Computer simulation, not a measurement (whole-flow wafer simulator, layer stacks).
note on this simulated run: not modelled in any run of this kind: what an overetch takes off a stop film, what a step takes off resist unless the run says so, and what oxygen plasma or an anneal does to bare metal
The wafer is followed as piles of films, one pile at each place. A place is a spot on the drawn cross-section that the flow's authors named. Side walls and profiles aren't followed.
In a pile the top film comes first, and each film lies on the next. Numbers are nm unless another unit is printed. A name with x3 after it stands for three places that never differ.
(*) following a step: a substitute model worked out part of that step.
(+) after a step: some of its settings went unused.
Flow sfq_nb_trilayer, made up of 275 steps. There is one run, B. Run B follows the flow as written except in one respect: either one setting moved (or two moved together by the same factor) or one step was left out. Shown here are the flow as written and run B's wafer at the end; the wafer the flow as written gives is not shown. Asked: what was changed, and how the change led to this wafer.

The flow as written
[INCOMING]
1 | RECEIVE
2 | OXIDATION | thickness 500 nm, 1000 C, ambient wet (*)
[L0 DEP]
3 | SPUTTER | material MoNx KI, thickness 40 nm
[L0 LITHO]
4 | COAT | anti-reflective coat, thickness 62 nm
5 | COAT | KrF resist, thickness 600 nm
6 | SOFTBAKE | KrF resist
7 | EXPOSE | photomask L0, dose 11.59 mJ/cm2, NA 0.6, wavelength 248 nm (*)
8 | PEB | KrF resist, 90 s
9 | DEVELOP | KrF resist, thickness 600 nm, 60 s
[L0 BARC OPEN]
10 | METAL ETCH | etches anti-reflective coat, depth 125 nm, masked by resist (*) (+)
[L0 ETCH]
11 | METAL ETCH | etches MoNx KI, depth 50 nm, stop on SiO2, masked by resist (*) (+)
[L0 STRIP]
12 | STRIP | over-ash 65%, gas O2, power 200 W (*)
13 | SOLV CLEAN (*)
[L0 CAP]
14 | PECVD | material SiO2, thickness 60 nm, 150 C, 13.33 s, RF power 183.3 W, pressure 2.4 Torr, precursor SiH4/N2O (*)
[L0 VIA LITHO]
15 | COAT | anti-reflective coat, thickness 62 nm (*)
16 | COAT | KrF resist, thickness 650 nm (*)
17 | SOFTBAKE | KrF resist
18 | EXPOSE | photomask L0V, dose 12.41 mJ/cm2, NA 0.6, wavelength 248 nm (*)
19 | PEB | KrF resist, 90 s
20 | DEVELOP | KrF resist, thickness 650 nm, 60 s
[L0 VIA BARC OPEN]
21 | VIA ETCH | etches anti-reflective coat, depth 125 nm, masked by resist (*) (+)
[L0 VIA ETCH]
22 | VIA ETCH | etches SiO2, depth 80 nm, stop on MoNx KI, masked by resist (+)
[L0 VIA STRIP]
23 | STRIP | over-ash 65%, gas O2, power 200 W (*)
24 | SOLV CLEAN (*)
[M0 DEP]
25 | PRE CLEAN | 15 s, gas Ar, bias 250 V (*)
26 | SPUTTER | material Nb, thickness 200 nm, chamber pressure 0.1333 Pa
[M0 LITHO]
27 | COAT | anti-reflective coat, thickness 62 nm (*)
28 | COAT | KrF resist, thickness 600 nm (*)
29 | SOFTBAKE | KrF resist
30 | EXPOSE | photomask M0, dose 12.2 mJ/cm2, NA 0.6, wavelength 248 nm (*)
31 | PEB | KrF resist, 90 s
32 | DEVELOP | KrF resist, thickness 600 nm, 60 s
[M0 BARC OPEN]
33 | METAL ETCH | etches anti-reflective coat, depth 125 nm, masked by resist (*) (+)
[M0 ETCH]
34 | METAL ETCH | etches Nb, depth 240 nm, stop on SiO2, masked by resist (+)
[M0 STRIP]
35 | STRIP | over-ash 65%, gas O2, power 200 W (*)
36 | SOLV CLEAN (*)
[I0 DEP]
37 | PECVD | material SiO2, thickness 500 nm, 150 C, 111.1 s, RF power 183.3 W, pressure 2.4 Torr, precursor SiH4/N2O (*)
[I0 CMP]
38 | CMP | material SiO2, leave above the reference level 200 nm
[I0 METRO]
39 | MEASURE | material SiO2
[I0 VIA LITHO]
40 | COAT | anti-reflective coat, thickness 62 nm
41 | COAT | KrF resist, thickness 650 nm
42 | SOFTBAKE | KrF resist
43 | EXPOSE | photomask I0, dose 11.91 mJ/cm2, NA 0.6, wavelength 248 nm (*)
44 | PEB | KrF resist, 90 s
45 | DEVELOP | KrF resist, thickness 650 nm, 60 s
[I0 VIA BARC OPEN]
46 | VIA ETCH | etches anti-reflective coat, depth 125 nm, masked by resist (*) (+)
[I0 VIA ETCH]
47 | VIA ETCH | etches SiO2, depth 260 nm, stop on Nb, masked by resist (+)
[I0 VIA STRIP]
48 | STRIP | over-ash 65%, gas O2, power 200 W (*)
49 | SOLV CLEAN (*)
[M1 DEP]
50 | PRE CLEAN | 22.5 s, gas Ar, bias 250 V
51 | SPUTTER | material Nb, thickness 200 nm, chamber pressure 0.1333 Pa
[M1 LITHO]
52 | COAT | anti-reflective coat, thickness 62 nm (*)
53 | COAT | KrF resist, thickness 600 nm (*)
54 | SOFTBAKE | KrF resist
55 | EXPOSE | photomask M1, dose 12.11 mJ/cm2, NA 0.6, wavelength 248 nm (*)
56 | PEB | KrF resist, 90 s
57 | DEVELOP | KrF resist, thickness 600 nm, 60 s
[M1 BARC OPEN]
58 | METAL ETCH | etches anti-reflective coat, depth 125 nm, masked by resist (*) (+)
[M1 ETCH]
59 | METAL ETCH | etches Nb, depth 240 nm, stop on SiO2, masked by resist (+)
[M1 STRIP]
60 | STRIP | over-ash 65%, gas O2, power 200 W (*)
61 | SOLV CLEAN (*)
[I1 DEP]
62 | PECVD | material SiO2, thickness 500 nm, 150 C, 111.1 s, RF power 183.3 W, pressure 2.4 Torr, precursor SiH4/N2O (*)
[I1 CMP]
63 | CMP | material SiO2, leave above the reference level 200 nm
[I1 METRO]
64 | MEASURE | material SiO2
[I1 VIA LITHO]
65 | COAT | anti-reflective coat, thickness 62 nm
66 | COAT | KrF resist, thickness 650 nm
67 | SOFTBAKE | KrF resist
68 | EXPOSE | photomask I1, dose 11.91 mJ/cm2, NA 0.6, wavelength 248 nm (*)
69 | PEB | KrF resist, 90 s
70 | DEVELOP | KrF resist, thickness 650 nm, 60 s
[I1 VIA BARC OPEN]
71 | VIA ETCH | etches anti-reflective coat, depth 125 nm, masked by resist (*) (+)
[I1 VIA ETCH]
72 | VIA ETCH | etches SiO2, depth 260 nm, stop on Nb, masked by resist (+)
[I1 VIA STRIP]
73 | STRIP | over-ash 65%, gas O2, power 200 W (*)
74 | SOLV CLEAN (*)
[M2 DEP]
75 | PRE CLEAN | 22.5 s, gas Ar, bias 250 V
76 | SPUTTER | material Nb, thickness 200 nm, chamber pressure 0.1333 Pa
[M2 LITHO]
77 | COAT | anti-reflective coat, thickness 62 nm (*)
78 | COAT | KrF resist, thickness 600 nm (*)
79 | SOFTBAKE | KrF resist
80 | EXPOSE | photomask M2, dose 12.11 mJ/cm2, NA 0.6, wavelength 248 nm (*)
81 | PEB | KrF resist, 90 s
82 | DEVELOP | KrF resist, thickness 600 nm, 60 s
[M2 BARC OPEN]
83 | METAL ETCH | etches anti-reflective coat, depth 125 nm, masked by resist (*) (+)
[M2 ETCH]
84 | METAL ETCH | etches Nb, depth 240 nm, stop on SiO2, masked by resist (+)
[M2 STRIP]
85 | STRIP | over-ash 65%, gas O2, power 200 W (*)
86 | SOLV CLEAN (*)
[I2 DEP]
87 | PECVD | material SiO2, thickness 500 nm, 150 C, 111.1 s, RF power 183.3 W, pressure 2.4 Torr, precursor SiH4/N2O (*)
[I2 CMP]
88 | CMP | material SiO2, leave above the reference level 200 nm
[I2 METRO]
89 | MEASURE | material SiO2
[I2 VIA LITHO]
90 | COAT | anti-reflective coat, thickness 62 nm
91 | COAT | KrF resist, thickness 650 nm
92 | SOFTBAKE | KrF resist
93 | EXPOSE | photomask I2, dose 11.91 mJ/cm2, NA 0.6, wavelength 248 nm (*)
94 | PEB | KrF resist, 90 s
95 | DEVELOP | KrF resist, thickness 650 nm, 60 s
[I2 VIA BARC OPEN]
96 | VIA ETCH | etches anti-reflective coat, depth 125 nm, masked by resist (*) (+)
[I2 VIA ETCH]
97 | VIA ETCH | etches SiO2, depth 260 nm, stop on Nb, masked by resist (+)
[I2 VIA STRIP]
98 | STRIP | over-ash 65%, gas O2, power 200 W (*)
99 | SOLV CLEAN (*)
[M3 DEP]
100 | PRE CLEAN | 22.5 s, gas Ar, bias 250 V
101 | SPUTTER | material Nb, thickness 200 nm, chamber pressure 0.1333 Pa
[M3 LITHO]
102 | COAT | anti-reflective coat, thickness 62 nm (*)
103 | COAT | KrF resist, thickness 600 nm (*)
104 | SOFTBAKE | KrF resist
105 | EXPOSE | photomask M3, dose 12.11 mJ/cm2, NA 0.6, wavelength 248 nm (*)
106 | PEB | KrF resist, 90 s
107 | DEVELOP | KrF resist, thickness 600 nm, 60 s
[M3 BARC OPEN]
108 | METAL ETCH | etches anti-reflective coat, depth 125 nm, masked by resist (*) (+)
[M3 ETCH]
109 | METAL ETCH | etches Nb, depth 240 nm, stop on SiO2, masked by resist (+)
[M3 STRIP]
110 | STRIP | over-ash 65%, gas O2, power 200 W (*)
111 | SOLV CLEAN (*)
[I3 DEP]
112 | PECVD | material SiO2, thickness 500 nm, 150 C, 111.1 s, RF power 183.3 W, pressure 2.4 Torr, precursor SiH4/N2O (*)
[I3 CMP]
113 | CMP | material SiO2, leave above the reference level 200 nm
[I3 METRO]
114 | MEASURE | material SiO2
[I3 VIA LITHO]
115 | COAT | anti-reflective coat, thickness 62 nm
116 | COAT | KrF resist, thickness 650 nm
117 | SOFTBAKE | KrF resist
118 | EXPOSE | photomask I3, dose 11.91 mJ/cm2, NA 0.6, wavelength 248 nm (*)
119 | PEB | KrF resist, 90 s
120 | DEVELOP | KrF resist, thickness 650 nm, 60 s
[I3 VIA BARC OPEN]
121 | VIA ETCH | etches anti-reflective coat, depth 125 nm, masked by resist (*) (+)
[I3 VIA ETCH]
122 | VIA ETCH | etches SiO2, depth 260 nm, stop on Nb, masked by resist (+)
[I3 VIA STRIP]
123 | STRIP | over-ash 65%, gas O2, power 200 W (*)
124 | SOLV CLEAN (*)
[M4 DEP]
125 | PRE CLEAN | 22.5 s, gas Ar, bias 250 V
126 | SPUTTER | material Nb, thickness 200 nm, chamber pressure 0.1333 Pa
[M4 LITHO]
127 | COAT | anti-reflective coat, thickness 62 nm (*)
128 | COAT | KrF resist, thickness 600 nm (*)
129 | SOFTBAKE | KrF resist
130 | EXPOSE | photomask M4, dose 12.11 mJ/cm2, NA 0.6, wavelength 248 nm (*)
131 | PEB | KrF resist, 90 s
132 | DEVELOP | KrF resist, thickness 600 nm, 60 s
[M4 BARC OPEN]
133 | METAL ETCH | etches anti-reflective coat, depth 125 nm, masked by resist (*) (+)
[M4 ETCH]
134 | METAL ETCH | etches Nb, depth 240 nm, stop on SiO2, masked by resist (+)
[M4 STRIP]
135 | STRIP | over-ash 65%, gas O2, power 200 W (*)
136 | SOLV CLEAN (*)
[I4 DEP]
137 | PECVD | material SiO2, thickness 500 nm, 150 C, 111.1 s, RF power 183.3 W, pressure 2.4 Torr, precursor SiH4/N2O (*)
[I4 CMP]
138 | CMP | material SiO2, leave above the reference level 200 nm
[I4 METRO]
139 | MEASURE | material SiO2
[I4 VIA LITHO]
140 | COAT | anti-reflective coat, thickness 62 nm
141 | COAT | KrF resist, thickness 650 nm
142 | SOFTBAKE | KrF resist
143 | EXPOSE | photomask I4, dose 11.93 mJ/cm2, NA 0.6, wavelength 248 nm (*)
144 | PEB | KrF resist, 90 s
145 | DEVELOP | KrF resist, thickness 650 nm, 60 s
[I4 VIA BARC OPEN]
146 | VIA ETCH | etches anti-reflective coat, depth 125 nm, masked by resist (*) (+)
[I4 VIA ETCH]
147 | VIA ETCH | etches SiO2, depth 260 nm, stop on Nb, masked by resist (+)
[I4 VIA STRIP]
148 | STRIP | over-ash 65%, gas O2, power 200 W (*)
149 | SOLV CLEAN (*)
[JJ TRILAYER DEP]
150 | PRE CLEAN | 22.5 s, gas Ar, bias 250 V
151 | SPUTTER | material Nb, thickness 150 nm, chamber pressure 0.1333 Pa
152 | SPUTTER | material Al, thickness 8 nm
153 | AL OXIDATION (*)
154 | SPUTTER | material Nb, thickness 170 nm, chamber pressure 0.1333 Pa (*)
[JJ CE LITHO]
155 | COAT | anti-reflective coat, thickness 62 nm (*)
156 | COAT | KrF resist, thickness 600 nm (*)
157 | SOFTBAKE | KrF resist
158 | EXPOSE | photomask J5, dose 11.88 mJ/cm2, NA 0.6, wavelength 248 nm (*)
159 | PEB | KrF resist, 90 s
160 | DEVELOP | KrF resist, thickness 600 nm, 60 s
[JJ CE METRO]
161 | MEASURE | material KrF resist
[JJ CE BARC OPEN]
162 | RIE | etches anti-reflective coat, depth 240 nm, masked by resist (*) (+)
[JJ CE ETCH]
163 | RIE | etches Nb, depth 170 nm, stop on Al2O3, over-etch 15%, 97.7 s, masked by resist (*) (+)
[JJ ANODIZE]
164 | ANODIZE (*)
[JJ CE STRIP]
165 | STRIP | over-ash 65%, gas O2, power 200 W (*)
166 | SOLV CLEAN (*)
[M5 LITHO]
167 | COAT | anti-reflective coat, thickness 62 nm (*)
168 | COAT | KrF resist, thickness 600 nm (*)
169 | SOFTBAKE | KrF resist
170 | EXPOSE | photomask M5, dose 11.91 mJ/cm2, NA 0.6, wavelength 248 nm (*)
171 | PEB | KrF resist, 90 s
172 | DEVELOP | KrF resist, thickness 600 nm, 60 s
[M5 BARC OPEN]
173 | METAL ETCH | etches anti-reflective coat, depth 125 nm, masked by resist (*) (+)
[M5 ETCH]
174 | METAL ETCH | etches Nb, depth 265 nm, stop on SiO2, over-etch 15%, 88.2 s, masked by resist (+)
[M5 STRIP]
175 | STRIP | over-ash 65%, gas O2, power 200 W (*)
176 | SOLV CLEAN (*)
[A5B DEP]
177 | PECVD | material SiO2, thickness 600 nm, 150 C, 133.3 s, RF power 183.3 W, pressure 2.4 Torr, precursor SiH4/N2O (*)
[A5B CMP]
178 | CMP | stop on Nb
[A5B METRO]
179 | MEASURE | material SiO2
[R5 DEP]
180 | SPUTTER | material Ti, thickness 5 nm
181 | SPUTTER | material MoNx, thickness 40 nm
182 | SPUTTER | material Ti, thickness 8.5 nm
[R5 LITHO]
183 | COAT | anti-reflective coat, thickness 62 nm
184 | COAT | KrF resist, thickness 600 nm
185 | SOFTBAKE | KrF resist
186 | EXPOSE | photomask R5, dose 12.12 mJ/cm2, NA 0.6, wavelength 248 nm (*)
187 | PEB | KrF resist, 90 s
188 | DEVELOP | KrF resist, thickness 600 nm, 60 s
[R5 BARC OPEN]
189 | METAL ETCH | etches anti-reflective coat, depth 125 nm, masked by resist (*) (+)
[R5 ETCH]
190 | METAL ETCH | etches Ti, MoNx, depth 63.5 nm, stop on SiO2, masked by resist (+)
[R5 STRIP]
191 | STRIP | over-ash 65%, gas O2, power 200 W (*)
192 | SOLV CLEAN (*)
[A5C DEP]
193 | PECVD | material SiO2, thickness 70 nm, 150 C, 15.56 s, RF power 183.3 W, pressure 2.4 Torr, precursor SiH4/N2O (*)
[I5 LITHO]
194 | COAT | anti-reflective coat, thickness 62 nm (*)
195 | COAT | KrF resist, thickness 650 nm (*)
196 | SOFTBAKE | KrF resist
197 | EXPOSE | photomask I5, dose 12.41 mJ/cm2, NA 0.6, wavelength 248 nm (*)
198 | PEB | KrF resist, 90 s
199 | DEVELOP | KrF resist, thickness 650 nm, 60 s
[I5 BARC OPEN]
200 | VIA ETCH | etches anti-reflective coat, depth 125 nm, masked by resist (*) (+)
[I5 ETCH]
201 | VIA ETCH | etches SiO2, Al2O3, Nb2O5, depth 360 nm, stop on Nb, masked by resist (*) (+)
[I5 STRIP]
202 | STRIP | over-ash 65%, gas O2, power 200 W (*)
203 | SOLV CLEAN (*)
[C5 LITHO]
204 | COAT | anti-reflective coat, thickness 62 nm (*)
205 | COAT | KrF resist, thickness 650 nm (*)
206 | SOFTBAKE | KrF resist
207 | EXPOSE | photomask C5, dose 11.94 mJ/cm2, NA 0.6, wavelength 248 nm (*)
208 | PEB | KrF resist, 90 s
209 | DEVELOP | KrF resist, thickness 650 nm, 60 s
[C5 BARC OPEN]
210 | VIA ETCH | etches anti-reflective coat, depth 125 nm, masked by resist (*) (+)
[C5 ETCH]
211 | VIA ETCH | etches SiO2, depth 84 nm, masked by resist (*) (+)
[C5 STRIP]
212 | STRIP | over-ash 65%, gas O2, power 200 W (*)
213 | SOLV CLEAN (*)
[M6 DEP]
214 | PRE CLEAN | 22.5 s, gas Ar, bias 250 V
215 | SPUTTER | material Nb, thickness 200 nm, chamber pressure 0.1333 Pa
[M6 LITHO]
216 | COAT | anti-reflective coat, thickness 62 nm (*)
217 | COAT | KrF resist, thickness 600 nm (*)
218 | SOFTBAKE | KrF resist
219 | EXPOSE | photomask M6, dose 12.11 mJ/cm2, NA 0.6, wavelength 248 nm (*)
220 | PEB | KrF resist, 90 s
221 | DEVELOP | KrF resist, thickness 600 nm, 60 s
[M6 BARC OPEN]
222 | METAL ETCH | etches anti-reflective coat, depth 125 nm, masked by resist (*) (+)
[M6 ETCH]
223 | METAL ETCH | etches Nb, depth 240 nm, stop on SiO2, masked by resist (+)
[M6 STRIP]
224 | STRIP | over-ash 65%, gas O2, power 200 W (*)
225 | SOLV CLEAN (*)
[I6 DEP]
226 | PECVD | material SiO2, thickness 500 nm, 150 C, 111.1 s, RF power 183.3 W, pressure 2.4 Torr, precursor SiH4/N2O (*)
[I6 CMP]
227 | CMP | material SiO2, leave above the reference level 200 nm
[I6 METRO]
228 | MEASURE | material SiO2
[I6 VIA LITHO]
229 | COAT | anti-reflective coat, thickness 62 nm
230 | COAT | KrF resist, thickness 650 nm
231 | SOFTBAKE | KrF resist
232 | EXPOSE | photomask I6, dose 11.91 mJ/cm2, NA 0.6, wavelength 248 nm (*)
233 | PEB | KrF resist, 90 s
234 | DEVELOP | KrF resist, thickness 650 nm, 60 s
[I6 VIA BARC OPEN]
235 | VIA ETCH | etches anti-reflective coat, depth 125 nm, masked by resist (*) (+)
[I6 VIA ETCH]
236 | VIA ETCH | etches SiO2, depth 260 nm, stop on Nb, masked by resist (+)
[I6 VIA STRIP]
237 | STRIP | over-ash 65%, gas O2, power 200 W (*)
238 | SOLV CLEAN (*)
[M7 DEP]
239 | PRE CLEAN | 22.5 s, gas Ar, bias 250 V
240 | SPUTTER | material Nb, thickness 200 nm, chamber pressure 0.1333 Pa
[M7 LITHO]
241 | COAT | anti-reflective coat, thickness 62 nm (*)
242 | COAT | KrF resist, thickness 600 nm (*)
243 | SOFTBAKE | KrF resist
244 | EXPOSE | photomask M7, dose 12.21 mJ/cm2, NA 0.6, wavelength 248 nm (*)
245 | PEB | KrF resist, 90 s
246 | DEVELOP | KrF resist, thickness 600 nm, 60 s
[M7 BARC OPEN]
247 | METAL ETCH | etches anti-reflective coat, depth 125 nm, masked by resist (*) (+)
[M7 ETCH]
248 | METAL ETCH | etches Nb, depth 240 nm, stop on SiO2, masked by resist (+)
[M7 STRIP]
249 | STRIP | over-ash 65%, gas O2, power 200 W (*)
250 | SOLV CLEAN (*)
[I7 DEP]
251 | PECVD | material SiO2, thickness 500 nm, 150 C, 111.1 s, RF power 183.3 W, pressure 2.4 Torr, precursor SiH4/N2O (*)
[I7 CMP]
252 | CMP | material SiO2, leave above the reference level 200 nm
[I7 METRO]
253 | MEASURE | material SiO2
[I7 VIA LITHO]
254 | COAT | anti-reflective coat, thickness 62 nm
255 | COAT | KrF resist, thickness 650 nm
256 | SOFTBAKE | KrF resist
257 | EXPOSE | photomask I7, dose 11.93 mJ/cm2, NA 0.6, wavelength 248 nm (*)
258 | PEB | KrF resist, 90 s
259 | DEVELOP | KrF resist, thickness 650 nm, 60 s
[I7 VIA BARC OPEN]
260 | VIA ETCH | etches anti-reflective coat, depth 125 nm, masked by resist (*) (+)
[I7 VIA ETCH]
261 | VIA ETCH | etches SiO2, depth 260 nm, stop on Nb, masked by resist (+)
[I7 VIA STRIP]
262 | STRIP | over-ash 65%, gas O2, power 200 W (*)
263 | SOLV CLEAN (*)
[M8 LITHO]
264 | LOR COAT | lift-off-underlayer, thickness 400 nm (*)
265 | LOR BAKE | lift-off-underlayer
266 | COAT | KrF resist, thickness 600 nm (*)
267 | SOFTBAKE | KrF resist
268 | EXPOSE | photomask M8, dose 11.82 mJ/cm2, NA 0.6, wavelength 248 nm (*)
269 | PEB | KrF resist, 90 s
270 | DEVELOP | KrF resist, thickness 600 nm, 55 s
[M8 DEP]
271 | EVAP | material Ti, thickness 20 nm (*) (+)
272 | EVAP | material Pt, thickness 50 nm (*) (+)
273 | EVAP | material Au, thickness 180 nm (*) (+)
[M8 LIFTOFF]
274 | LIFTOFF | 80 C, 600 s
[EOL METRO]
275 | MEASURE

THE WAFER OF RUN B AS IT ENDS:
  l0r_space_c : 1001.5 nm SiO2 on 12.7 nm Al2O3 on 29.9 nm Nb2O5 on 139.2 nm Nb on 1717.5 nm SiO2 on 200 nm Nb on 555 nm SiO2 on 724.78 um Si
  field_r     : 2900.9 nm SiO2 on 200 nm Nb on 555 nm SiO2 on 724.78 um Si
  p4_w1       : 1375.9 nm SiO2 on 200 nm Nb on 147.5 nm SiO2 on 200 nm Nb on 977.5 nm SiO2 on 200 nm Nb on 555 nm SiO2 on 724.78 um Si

Cause: step 113, CMP: leave above the reference level 155 nm was run, while the flow as written has leave above the reference level 200 nm.

The path from the change to this, step by step:
  113 | CMP | material SiO2, leave above the reference level 200 nm
      field_l, be, be_sur and 64 more: -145 SiO2 (in the flow as written it would be: -100 SiO2)
      v_sur, via_wl, via_wr and 27 more: -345 SiO2 (in the flow as written it would be: -300 SiO2)
      (and at 9 other places as well)
  122 | VIA ETCH | etches SiO2, depth 260 nm, stop on Nb, masked by resist (+)
      field_l, v_sur, via_wl and 102 more: -40 KrF resist (in the flow as written it would be: -44.8 KrF resist)
      via_v: -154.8 SiO2 (all of it) (in the flow as written it would be: -199.8 SiO2 (all of it))
  126 | SPUTTER | material Nb, thickness 200 nm, chamber pressure 0.1333 Pa
      via_v: +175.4 Nb (in the flow as written it would be: +165.5 Nb)
  127 | COAT | anti-reflective coat, thickness 62 nm (*)
      via_v: +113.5 anti-reflective coat (new film) (in the flow as written it would be: +124.8 anti-reflective coat (new film))
  128 | COAT | KrF resist, thickness 600 nm (*)
      via_v: +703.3 KrF resist (new film) (in the flow as written it would be: +739.8 KrF resist (new film))
  135 | STRIP | over-ash 65%, gas O2, power 200 W (*)
      via_v: -485.4 KrF resist (all of it), -113.5 anti-reflective coat (all of it) (in the flow as written it would be: -521.8 KrF resist (all of it), -124.8 anti-reflective coat (all of it))
  137 | PECVD | material SiO2, thickness 500 nm, 150 C, 111.1 s, RF power 183.3 W, pressure 2.4 Torr, precursor SiH4/N2O (*)
      via_v: +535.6 SiO2 (new film) (in the flow as written it would be: +615 SiO2 (new film))
  138 | CMP | material SiO2, leave above the reference level 200 nm
      via_v: -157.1 SiO2 (in the flow as written it would be: -181.6 SiO2)
